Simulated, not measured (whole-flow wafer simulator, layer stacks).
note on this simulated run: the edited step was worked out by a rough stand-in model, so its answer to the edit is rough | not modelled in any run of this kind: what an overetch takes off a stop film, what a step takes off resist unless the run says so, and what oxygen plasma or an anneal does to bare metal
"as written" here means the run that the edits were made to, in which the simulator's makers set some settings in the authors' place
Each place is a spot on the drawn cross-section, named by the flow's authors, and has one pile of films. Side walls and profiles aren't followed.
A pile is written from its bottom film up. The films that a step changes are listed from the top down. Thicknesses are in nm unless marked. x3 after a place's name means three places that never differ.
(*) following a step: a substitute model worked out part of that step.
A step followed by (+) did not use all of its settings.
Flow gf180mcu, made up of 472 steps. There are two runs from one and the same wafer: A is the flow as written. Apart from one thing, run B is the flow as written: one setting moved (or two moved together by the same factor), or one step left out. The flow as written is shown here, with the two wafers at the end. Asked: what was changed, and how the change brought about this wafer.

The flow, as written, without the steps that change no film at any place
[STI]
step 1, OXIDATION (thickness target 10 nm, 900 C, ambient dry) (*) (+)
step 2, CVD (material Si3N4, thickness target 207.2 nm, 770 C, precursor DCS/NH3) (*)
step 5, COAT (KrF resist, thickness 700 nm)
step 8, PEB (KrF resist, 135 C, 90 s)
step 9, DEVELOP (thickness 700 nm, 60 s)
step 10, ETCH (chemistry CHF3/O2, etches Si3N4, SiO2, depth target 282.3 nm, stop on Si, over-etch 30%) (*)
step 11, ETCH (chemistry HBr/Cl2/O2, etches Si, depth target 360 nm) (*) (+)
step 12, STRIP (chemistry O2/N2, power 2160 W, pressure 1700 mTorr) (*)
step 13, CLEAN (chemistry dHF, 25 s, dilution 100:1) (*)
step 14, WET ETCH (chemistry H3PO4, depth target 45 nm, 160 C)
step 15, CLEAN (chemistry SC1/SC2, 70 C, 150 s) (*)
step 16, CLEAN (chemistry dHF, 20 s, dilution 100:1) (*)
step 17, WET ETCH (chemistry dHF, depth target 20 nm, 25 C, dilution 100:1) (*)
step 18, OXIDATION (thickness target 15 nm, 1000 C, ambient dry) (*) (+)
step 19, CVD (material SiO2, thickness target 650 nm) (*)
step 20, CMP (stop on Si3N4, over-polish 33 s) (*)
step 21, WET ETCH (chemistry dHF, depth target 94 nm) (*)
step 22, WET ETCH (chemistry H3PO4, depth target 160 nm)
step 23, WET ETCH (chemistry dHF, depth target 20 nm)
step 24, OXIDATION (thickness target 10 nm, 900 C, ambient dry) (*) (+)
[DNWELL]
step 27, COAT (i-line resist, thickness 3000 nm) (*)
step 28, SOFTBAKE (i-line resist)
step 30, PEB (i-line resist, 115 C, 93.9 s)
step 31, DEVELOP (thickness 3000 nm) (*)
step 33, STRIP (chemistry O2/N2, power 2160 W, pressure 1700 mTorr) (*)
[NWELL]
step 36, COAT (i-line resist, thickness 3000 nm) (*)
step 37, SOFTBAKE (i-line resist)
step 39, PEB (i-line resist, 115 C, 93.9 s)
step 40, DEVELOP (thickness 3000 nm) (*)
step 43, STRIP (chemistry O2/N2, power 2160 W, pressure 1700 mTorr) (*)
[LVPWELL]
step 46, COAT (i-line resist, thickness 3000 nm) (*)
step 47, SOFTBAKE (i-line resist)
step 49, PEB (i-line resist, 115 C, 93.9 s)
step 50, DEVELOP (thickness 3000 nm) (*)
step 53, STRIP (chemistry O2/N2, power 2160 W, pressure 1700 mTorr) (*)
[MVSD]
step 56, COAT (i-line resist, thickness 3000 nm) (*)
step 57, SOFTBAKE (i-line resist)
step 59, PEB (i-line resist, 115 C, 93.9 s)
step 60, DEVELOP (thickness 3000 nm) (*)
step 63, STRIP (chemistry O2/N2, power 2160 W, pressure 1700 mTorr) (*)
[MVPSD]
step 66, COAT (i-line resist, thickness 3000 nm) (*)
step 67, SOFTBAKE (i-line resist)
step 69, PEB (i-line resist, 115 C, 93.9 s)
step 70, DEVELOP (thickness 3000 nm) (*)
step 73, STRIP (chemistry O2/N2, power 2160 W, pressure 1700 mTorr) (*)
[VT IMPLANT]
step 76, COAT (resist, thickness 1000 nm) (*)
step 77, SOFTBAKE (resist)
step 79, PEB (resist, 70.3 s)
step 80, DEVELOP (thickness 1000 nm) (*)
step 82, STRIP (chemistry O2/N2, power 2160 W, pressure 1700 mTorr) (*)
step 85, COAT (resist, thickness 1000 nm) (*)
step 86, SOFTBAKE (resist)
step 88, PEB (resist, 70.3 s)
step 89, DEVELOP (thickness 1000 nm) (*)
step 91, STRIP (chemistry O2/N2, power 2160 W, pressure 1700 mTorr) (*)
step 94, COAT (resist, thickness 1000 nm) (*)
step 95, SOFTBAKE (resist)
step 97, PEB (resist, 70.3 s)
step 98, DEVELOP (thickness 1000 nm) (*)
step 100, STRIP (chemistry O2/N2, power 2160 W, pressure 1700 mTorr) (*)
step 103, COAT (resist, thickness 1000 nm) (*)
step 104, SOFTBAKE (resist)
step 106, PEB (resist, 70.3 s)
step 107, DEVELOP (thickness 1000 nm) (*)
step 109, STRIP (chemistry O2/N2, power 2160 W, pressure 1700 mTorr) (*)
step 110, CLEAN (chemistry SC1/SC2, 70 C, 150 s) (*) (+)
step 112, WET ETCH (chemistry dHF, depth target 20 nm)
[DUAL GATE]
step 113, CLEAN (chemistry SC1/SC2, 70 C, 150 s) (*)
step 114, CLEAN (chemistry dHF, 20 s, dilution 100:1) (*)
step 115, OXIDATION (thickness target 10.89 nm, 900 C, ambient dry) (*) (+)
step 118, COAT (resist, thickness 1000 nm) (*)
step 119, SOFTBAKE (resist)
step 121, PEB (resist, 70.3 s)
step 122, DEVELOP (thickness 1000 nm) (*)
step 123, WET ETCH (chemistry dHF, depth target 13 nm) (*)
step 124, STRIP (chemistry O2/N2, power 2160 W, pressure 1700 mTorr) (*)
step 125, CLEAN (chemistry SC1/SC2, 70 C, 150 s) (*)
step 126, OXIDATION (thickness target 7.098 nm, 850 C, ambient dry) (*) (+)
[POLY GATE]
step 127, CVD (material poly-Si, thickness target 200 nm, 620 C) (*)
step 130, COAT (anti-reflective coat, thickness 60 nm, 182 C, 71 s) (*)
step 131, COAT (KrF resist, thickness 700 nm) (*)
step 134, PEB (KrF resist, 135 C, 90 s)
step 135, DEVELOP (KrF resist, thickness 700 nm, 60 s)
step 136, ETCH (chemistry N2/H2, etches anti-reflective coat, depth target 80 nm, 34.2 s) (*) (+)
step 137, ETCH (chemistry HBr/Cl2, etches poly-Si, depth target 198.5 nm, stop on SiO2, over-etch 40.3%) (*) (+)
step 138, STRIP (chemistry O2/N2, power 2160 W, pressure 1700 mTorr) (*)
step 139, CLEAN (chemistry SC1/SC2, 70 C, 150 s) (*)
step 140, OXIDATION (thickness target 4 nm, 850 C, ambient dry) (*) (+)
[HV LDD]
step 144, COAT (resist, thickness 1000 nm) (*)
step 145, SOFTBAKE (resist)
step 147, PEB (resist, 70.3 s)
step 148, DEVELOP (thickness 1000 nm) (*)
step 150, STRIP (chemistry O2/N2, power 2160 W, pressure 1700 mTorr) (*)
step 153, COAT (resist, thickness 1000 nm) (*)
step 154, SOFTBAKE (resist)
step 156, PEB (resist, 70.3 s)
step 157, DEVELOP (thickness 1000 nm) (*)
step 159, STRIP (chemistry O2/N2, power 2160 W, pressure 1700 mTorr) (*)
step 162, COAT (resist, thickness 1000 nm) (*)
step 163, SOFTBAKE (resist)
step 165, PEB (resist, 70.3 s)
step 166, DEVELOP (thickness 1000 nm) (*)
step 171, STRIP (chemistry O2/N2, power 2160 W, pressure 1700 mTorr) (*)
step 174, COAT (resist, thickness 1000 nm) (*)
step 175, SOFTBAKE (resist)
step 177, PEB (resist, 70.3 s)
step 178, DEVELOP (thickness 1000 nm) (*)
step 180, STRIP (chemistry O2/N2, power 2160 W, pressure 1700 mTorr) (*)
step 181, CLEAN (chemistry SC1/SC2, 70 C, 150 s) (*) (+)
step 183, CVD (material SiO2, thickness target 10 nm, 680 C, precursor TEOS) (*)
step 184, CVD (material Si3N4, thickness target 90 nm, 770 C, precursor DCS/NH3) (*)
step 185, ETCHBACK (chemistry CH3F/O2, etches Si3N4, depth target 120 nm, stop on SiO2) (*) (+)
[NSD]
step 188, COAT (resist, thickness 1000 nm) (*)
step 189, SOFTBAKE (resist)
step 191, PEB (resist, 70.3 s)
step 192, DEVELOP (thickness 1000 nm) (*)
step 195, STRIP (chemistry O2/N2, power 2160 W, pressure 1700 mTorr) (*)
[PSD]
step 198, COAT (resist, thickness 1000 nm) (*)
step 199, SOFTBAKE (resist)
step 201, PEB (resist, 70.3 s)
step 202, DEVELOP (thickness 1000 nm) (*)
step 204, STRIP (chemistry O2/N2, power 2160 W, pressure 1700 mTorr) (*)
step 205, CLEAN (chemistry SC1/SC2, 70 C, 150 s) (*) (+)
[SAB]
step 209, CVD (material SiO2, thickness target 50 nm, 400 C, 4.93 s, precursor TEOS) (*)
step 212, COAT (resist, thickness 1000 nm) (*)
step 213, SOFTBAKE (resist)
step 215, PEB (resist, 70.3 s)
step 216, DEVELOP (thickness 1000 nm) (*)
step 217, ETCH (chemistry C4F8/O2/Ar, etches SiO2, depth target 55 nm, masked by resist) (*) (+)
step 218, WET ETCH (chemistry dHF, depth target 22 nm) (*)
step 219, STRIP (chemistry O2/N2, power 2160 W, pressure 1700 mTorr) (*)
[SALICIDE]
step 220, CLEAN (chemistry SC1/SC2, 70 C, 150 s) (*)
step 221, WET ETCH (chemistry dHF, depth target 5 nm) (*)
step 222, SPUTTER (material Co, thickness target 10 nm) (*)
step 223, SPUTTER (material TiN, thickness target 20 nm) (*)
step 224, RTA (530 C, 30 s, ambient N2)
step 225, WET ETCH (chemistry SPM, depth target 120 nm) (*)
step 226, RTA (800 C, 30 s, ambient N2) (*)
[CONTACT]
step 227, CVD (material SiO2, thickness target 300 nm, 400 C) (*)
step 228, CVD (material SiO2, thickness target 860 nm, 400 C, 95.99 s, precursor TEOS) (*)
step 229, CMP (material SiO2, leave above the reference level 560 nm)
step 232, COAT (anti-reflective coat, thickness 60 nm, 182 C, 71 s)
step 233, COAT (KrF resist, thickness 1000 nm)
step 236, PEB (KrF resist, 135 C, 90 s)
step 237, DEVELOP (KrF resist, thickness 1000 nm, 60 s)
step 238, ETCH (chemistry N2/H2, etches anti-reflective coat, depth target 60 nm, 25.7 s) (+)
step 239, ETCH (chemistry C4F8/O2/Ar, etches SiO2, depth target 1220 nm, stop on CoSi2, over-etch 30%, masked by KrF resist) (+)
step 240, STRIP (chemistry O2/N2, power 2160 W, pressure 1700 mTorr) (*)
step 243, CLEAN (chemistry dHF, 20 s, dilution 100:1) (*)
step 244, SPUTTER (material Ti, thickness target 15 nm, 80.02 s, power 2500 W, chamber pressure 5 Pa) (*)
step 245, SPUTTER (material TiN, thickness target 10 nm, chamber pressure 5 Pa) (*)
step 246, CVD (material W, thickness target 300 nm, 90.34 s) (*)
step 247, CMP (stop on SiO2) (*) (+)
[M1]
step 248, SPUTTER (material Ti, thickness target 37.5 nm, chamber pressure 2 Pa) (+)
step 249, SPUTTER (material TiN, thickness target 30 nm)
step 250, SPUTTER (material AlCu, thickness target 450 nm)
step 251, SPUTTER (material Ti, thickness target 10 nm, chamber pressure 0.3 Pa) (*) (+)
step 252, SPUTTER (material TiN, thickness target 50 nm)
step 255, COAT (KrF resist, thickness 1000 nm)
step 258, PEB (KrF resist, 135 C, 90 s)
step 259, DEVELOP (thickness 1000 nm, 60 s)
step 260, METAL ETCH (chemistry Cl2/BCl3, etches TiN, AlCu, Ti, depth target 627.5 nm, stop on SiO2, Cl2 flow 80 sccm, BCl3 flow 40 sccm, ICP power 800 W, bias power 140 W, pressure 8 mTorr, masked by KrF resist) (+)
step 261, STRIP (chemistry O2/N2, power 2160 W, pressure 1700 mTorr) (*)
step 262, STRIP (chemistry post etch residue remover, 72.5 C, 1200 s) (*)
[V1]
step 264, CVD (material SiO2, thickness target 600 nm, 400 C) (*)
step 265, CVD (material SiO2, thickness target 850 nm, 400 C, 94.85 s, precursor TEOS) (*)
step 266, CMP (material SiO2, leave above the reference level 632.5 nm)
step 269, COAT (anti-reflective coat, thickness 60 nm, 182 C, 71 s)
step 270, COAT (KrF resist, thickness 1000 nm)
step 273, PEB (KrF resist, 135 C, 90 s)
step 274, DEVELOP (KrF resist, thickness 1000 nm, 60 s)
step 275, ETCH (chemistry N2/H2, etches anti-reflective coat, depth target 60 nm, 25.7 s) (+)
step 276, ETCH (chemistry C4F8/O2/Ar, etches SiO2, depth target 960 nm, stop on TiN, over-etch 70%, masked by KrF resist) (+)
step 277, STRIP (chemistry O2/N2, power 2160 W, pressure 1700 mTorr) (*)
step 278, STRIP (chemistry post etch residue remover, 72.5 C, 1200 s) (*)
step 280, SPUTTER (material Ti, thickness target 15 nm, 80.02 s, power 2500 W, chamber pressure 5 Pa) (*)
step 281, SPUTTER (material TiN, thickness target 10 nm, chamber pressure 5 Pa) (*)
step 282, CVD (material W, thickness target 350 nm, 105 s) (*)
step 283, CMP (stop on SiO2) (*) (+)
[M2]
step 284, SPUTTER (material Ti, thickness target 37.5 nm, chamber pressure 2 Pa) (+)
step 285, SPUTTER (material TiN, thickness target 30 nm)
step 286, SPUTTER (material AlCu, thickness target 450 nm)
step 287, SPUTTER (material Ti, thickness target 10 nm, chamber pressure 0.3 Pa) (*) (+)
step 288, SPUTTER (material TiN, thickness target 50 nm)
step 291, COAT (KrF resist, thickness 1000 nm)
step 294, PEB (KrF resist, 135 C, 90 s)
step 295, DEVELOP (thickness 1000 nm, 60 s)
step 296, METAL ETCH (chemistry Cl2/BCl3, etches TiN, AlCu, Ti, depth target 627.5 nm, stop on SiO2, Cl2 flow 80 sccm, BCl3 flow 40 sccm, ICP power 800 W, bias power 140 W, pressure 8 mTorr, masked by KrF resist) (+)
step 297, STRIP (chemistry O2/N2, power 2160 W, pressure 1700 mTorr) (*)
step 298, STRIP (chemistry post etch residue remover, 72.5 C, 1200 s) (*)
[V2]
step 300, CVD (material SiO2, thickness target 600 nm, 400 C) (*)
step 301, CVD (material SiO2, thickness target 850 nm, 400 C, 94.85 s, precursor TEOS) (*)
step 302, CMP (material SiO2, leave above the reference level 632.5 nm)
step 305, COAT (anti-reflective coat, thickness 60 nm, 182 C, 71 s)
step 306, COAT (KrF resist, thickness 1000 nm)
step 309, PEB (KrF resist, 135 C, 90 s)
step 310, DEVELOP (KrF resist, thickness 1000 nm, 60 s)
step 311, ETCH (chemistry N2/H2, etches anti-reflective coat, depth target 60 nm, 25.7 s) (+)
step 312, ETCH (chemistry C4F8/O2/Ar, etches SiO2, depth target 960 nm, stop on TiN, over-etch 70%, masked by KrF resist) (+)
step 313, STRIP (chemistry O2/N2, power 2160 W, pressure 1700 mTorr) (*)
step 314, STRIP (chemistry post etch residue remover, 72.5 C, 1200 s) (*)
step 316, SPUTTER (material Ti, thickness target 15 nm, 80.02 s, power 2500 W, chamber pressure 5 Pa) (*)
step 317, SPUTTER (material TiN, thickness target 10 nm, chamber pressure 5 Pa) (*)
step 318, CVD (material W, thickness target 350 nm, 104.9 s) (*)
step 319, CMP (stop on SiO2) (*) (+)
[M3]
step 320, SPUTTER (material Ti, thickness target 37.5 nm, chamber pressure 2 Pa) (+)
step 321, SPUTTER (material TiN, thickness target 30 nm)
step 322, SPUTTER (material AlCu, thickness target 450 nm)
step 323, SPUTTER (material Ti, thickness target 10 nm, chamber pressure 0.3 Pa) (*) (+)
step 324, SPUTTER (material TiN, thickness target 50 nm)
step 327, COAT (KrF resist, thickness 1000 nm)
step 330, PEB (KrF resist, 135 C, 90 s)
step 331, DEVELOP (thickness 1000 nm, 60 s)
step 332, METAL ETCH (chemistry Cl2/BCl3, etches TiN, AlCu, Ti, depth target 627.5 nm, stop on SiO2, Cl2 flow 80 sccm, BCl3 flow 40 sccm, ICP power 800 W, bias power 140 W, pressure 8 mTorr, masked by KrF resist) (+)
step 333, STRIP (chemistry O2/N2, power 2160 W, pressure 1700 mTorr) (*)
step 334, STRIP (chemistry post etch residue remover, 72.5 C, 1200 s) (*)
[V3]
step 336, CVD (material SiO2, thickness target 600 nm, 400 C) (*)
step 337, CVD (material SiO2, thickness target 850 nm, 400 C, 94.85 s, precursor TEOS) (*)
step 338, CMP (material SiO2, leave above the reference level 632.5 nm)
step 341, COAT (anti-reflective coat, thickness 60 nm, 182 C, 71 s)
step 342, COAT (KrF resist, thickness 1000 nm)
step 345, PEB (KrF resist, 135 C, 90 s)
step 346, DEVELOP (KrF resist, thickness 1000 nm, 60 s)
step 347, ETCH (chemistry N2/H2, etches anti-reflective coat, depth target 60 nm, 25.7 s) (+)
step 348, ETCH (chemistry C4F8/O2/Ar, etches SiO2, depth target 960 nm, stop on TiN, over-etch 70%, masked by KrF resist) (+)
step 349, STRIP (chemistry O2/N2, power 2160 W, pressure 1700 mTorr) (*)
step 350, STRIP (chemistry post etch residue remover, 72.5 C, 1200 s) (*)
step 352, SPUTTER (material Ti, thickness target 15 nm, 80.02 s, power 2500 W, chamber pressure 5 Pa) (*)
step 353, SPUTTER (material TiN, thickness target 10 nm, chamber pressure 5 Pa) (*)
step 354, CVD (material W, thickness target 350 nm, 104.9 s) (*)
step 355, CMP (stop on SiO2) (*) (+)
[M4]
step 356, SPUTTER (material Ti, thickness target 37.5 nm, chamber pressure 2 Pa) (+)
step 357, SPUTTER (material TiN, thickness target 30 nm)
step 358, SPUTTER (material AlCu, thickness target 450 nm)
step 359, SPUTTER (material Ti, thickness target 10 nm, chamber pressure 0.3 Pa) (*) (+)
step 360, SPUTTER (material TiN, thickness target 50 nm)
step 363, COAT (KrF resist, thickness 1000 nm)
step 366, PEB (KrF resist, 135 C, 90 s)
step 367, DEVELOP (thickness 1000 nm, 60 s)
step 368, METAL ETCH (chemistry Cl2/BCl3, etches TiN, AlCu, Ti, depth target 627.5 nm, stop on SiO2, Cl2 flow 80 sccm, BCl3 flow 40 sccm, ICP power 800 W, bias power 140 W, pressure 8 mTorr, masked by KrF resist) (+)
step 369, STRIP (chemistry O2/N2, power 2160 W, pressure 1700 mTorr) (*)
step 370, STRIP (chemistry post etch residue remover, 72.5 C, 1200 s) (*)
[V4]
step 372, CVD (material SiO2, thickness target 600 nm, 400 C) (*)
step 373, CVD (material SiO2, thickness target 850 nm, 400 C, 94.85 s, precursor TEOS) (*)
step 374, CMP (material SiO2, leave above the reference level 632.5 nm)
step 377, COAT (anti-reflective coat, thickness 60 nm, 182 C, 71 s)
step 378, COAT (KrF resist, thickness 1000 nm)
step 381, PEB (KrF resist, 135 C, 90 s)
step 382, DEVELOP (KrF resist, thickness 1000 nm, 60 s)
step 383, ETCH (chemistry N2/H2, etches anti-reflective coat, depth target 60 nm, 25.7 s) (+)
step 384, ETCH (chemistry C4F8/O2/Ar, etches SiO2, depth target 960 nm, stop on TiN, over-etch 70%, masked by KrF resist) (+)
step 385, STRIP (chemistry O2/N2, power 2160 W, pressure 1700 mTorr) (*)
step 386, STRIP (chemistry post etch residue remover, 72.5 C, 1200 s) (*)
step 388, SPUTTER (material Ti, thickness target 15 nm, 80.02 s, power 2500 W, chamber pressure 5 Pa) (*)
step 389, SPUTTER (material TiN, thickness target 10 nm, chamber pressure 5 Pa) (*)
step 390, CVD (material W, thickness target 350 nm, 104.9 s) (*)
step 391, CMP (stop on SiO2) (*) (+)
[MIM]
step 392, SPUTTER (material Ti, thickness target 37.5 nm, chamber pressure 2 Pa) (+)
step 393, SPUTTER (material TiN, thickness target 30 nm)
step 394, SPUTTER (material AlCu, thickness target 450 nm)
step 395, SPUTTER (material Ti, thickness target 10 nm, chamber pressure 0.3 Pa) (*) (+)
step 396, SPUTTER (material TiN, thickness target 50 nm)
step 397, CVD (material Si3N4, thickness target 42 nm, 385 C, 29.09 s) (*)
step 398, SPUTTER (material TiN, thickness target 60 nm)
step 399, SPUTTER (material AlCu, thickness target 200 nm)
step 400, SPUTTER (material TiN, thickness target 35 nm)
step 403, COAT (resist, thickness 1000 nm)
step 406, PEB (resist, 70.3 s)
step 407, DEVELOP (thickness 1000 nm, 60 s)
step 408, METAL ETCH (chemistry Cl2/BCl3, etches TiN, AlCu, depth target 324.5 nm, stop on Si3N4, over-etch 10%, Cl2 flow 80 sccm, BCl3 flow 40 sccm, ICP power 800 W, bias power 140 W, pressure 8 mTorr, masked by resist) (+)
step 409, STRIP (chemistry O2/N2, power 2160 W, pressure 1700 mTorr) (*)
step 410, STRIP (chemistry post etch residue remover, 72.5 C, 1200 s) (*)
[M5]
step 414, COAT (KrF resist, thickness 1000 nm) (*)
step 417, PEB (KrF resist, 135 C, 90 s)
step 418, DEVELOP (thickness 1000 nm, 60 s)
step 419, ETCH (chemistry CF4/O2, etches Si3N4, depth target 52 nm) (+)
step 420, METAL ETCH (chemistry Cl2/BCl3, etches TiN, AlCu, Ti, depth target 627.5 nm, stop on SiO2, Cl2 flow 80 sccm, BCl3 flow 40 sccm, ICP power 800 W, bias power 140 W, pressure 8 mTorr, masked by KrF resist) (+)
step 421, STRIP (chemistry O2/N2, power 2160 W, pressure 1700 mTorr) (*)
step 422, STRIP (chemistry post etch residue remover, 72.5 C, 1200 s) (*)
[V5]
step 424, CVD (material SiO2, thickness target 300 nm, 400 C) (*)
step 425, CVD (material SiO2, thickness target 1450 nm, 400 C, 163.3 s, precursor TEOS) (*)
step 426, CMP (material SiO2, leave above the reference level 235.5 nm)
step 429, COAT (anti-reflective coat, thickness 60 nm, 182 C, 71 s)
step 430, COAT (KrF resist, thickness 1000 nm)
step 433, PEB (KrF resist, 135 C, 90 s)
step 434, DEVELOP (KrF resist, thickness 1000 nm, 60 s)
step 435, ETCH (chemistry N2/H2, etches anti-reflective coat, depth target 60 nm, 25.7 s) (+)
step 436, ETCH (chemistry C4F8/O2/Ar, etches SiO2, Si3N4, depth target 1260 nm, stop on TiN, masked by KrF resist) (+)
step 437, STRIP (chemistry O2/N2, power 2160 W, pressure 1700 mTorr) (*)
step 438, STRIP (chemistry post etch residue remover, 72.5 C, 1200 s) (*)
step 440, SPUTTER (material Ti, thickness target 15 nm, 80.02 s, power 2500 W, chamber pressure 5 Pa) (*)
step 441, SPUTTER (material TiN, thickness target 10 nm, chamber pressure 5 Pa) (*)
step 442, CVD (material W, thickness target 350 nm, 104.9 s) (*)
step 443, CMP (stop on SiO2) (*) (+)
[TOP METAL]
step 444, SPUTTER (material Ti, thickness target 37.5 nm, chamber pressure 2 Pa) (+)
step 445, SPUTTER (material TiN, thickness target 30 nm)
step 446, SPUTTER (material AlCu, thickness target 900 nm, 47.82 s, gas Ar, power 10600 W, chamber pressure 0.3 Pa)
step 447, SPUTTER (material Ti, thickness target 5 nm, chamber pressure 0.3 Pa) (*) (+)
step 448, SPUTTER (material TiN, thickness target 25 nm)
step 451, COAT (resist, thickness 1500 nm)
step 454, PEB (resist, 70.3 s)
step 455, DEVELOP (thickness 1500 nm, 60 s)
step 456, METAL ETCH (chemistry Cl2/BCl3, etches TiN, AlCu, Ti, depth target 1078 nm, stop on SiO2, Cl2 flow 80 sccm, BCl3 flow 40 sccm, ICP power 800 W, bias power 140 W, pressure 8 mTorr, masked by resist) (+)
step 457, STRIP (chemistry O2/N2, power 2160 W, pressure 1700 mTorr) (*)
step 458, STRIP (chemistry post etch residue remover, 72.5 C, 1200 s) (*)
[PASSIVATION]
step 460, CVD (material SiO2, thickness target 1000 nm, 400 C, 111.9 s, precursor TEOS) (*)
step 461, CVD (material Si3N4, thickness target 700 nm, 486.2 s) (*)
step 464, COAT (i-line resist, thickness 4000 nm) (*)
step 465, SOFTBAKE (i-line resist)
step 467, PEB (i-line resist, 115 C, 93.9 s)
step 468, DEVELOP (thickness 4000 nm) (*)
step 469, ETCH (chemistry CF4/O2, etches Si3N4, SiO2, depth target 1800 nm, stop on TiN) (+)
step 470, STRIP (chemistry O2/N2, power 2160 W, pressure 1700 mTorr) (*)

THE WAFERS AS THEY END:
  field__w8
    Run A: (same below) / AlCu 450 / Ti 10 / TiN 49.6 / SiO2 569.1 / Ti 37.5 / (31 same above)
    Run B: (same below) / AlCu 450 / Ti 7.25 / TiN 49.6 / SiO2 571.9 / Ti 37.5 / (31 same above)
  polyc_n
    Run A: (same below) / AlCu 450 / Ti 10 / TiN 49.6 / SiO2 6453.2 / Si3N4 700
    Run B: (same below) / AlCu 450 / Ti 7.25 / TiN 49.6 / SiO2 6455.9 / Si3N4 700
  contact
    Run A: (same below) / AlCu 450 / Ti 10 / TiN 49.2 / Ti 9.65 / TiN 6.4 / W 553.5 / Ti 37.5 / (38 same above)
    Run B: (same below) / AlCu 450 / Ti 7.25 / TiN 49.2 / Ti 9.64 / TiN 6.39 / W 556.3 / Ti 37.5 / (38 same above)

What caused this: step 251, SPUTTER: thickness target 7.25 nm was run, while the flow as written has thickness target 10 nm.
The wafer lets one read it off: field__w8 has Ti 7.25, and step 251 as written asks for 10 nm.

The path from the change to this, step by step:
  step 251, SPUTTER (material Ti, thickness target 10 nm, chamber pressure 0.3 Pa) (*) (+)
      field, field__w1, field__w2 and 108 more: A +10 Ti (new film) | B +7.25 Ti (new film)
  step 260, METAL ETCH (chemistry Cl2/BCl3, etches TiN, AlCu, Ti, depth target 627.5 nm, stop on SiO2, Cl2 flow 80 sccm, BCl3 flow 40 sccm, ICP power 800 W, bias power 140 W, pressure 8 mTorr, masked by KrF resist) (+)
      field, field__w1, field__w2 and 99 more: A -50 TiN (all of it), -10 Ti (all of it), -450 AlCu (all of it), -30 TiN (all of it), -37.5 Ti (all of it) | B -50 TiN (all of it), -7.25 Ti (all of it), -450 AlCu (all of it), -30 TiN (all of it), -37.5 Ti (all of it)
